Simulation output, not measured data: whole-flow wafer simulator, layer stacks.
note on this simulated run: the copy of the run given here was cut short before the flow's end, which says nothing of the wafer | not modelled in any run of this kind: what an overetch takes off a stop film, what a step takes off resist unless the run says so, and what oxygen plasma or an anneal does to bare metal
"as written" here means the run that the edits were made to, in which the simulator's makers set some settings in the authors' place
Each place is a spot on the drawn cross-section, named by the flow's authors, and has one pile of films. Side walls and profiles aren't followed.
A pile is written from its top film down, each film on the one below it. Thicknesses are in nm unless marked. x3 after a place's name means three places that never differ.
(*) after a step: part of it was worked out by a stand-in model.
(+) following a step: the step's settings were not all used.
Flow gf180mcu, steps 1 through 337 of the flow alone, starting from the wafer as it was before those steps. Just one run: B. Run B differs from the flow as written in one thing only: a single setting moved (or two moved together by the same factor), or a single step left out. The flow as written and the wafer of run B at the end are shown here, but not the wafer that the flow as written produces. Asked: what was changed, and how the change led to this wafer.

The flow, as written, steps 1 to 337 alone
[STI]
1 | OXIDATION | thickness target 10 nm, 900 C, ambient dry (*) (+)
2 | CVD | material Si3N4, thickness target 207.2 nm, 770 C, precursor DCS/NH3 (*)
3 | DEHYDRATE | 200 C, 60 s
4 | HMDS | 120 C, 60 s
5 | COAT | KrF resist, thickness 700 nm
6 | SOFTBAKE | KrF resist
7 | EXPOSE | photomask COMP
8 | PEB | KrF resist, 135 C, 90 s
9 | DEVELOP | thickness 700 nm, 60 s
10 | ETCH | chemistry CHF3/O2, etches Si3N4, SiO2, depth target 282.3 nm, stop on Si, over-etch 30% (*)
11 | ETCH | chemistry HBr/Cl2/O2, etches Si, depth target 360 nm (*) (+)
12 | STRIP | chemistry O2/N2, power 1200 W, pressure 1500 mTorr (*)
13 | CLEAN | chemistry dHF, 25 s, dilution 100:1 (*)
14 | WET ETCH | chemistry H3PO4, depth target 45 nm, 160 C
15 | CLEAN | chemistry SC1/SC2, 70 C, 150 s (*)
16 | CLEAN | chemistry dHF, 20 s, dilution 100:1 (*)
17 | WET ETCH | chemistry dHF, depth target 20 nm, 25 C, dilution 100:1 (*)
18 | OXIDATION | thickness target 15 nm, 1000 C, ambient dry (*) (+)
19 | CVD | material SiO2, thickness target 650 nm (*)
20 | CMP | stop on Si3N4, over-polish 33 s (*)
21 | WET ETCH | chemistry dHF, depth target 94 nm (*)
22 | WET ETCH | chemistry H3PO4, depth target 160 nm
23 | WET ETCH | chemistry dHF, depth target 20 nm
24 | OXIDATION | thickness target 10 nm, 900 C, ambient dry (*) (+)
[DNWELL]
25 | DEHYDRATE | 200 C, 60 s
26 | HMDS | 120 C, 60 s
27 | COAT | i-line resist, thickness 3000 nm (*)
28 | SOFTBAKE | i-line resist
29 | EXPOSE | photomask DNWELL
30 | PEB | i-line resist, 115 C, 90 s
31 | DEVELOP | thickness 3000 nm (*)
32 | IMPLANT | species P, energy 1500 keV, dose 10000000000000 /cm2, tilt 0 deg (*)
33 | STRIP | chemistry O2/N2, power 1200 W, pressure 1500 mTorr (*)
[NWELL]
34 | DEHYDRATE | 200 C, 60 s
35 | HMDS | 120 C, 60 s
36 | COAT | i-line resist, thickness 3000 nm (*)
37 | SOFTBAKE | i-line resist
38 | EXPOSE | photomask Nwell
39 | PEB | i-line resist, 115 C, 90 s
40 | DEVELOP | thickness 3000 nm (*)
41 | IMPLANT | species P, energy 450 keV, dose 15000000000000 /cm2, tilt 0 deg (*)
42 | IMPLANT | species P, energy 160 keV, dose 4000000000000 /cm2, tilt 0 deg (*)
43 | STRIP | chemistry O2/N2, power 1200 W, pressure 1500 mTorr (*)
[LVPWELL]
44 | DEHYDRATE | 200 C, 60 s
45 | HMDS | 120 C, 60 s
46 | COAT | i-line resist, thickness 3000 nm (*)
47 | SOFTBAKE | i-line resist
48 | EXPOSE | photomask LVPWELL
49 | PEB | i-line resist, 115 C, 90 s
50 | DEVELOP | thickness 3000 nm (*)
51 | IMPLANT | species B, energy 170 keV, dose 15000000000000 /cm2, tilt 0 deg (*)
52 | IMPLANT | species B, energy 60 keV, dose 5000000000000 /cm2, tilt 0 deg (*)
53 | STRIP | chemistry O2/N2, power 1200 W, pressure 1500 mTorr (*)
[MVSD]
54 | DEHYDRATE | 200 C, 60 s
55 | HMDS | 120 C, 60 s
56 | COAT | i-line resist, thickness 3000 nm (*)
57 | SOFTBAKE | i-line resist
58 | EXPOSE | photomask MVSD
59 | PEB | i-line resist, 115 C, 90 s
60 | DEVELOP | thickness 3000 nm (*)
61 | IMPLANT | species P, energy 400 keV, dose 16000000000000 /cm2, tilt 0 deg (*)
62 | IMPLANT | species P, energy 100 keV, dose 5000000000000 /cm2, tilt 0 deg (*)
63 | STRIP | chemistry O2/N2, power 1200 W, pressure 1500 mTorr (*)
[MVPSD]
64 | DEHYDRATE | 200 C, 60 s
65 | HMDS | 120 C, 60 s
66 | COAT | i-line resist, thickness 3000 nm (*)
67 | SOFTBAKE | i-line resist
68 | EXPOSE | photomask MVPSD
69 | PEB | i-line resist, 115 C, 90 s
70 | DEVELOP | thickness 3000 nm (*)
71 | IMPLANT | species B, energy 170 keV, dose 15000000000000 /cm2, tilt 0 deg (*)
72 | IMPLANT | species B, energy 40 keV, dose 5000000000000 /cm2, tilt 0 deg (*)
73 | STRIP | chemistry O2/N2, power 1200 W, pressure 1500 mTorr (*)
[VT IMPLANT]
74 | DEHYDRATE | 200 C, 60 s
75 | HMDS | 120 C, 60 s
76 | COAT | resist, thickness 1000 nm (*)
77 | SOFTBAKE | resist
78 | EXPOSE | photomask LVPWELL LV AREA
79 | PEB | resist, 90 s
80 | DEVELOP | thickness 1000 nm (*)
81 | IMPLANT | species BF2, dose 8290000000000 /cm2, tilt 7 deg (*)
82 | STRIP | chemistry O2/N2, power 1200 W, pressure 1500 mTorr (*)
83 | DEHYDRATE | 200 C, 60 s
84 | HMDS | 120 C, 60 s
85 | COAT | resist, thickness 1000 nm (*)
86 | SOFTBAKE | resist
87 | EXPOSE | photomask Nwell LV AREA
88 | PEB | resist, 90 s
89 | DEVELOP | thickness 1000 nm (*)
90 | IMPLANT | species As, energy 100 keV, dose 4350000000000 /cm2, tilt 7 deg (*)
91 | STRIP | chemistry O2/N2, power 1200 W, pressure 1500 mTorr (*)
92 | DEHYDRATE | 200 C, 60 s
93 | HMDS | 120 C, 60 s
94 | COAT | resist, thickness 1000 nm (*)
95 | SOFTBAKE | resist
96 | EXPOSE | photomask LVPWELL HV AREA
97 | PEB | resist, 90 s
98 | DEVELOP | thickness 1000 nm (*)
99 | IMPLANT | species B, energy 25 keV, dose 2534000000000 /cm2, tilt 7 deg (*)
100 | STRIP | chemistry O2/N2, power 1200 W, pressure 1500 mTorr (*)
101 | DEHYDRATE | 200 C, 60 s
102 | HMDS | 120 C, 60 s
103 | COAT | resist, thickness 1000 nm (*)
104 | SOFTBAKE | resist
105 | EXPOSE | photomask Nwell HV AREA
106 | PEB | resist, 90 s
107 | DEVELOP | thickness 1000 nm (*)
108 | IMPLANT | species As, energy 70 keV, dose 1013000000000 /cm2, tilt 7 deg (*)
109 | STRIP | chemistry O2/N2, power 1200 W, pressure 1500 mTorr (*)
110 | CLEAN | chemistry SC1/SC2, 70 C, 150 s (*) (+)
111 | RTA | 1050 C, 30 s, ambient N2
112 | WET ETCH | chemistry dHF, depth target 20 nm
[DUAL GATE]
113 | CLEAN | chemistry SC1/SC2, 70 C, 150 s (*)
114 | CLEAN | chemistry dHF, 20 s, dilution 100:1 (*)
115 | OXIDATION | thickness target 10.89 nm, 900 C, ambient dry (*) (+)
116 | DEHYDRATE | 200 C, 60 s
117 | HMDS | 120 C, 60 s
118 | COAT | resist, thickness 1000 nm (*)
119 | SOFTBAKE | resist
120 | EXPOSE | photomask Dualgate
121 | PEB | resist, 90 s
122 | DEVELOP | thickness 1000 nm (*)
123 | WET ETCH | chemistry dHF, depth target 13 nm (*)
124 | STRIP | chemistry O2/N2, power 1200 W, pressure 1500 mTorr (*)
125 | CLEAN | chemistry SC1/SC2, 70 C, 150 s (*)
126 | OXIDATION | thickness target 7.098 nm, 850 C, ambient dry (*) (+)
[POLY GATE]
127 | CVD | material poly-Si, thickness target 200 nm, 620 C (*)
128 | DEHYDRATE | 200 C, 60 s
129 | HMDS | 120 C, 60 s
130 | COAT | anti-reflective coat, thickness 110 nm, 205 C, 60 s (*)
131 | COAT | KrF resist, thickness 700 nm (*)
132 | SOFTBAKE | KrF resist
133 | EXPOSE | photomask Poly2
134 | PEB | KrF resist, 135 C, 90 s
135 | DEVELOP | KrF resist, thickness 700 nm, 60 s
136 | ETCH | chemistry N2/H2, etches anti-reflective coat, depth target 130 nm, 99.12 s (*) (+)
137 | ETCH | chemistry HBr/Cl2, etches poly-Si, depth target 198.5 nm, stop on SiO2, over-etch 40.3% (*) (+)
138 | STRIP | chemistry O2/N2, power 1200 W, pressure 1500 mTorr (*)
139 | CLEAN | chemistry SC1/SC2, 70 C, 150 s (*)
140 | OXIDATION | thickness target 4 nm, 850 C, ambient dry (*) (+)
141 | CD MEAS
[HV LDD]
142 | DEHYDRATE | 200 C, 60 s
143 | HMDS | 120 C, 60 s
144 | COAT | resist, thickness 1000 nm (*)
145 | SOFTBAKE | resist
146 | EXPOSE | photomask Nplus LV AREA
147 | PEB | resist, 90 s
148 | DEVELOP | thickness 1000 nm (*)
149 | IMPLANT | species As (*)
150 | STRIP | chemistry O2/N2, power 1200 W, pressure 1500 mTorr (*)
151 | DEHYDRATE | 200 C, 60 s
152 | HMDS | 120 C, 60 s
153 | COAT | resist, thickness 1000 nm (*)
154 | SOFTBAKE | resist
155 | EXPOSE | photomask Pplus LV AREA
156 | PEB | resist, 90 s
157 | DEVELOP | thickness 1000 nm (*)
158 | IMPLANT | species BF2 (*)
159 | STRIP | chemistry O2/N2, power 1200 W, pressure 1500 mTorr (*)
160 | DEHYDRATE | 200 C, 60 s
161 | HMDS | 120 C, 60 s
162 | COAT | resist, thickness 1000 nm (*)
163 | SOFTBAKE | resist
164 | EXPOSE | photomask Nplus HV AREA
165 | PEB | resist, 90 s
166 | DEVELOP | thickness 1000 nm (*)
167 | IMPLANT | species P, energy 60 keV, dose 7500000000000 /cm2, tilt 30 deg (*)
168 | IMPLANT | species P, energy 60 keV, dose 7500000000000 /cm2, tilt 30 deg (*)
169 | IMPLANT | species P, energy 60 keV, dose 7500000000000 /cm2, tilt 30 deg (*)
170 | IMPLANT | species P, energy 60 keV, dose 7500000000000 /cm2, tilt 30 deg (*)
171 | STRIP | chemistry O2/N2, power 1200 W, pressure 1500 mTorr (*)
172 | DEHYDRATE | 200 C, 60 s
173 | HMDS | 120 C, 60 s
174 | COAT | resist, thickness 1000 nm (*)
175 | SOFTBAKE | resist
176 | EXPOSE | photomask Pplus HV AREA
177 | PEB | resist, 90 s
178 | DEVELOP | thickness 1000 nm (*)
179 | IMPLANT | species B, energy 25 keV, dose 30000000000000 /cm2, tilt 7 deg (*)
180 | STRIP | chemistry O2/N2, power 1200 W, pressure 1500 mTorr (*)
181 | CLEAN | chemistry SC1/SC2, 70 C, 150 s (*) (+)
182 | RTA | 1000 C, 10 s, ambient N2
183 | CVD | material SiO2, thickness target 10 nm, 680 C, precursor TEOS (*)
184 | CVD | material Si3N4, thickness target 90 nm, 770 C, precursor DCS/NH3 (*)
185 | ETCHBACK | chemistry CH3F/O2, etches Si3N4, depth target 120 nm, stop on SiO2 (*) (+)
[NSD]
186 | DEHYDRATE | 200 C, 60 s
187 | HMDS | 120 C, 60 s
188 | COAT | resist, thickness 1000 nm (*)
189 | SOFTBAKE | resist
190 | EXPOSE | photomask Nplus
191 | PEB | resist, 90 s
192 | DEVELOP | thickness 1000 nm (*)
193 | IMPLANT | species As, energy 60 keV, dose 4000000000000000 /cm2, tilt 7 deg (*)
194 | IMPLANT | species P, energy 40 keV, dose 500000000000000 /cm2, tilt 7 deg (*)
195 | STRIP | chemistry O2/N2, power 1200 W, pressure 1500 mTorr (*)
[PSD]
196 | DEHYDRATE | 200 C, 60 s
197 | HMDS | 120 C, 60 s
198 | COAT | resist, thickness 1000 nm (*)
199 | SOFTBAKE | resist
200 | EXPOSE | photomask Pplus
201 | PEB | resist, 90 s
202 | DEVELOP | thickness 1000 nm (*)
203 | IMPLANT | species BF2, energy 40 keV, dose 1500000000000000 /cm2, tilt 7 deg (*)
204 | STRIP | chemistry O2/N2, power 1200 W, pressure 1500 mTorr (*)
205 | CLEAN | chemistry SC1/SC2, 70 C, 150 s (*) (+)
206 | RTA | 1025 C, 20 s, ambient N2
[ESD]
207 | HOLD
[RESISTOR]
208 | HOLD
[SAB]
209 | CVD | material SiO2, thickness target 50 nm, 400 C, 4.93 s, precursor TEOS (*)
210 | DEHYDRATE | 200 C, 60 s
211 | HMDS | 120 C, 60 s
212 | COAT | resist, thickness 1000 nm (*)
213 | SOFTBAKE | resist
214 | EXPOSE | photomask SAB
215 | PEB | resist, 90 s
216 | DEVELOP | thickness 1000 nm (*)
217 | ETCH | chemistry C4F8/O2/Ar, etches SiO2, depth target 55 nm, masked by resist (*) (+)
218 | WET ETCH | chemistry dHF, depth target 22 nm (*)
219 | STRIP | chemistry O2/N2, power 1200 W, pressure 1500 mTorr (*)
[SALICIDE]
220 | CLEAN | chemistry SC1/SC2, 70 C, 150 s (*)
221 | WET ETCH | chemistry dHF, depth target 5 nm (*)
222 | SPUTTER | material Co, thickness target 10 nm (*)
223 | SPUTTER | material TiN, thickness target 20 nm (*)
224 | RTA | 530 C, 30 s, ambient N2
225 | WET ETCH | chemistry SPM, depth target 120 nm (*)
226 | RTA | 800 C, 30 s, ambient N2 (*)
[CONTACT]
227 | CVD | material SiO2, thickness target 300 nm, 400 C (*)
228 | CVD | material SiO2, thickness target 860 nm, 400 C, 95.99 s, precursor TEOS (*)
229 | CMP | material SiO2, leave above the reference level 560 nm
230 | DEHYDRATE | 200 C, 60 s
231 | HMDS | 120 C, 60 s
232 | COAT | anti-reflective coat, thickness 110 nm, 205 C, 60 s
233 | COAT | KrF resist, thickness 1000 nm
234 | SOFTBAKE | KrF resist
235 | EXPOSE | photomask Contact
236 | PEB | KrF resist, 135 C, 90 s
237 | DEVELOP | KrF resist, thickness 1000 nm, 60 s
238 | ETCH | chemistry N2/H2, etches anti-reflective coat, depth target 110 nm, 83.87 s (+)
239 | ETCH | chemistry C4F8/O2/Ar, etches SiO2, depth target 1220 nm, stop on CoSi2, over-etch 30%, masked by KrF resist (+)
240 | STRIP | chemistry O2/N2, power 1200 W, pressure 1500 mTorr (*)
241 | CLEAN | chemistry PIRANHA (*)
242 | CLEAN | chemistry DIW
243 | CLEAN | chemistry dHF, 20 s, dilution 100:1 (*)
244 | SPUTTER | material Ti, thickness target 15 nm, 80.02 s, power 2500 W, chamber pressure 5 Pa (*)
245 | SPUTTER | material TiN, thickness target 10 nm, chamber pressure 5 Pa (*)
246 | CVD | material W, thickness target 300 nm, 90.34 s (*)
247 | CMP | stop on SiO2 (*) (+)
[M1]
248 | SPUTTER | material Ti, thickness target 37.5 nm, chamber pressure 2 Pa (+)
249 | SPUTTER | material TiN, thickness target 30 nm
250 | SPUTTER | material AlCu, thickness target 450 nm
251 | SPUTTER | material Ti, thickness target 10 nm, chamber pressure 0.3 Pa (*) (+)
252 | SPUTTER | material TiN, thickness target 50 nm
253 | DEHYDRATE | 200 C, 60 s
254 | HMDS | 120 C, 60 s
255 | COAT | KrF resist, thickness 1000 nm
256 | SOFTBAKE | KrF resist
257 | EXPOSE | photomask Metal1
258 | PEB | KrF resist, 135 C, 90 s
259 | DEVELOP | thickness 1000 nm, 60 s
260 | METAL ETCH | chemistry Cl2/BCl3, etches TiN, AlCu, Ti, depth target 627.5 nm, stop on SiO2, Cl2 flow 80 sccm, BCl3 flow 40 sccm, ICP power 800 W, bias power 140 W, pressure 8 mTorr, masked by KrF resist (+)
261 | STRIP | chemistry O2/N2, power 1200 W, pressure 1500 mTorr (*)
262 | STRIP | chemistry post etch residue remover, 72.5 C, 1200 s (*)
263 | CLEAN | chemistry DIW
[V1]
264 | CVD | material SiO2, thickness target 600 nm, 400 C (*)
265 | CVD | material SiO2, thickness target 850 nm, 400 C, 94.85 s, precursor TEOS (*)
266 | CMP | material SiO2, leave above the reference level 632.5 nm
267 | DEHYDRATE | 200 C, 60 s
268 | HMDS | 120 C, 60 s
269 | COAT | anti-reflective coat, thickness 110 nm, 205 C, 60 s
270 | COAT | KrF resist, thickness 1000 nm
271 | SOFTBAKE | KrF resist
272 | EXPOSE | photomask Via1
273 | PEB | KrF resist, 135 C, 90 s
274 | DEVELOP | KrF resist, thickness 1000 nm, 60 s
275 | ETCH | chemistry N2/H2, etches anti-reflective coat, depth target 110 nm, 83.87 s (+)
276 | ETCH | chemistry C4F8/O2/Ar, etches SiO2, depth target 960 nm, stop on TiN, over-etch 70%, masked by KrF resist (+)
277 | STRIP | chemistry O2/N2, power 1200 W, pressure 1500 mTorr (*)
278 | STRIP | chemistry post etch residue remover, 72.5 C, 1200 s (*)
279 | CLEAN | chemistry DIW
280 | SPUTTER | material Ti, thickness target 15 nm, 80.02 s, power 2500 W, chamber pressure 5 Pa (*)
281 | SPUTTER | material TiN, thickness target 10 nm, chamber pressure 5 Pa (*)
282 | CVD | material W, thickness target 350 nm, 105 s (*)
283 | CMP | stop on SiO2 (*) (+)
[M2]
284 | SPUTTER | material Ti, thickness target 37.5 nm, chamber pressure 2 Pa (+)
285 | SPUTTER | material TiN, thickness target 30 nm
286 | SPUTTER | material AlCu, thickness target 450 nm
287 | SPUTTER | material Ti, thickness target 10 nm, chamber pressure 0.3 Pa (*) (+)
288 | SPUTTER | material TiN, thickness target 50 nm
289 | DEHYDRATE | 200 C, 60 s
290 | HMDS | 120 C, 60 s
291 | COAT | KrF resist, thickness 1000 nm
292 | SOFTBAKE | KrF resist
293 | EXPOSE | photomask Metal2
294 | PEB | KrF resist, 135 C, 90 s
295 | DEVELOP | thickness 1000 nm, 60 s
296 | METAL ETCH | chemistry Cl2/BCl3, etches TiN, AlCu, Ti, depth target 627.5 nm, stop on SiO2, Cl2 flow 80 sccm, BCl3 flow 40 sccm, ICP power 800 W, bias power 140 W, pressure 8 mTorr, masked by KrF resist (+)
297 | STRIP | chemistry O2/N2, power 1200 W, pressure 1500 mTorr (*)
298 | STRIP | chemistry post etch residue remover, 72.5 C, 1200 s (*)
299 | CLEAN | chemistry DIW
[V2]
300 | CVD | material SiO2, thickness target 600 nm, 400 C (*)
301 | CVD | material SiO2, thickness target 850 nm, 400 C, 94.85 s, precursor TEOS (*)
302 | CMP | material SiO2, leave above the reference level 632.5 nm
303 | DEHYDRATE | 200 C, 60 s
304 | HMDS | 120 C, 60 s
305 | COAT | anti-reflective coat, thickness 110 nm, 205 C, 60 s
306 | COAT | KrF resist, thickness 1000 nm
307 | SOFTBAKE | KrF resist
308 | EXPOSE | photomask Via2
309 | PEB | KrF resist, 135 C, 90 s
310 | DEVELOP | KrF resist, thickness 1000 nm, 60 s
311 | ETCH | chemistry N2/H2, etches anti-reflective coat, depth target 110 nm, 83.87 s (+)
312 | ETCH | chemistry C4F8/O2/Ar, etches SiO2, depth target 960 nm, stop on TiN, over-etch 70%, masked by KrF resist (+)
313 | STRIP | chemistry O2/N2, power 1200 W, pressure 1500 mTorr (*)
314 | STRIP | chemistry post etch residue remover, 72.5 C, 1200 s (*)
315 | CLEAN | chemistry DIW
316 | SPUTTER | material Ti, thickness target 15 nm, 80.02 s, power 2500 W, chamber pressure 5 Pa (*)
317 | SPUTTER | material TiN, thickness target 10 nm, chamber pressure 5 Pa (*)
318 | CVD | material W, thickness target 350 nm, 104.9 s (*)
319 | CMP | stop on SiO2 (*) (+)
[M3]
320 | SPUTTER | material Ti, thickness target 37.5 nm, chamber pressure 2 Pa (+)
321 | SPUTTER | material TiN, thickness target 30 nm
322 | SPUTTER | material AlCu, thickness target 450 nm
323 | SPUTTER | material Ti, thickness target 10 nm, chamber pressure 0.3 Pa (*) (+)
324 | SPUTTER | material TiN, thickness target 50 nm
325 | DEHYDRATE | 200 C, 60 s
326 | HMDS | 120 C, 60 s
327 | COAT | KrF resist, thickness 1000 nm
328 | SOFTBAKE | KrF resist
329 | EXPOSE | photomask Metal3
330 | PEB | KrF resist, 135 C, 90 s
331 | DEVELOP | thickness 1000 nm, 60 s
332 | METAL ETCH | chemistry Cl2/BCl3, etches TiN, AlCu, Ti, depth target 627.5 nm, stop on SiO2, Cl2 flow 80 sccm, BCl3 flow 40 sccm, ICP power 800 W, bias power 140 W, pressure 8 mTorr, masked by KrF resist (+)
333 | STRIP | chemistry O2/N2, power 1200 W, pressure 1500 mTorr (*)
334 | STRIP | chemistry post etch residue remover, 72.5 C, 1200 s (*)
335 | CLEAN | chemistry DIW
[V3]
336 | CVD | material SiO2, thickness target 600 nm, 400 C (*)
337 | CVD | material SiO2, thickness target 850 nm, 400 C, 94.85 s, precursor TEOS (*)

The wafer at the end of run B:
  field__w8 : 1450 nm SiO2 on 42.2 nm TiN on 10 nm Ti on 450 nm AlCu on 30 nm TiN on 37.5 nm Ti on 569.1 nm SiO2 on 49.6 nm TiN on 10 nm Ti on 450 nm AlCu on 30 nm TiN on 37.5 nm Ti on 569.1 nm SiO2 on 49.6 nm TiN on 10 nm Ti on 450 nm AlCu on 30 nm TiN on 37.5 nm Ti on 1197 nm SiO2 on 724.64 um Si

Cause: step 324, SPUTTER: thickness target 42.6 nm was run, though the flow has thickness target 50 nm.

How this came from the change, step by step:
  324 | SPUTTER | material TiN, thickness target 50 nm
      field, field__w1, field__w2 and 108 more: +42.6 TiN (new film) (it would be, as written: +50 TiN (new film))
  332 | METAL ETCH | chemistry Cl2/BCl3, etches TiN, AlCu, Ti, depth target 627.5 nm, stop on SiO2, Cl2 flow 80 sccm, BCl3 flow 40 sccm, ICP power 800 W, bias power 140 W, pressure 8 mTorr, masked by KrF resist (+)
      field, field__w1, field__w2 and 103 more: -42.6 TiN (all of it), -10 Ti (all of it), -450 AlCu (all of it), -30 TiN (all of it), -37.5 Ti (all of it) (it would be, as written: -50 TiN (all of it), -10 Ti (all of it), -450 AlCu (all of it), -30 TiN (all of it), -37.5 Ti (all of it))
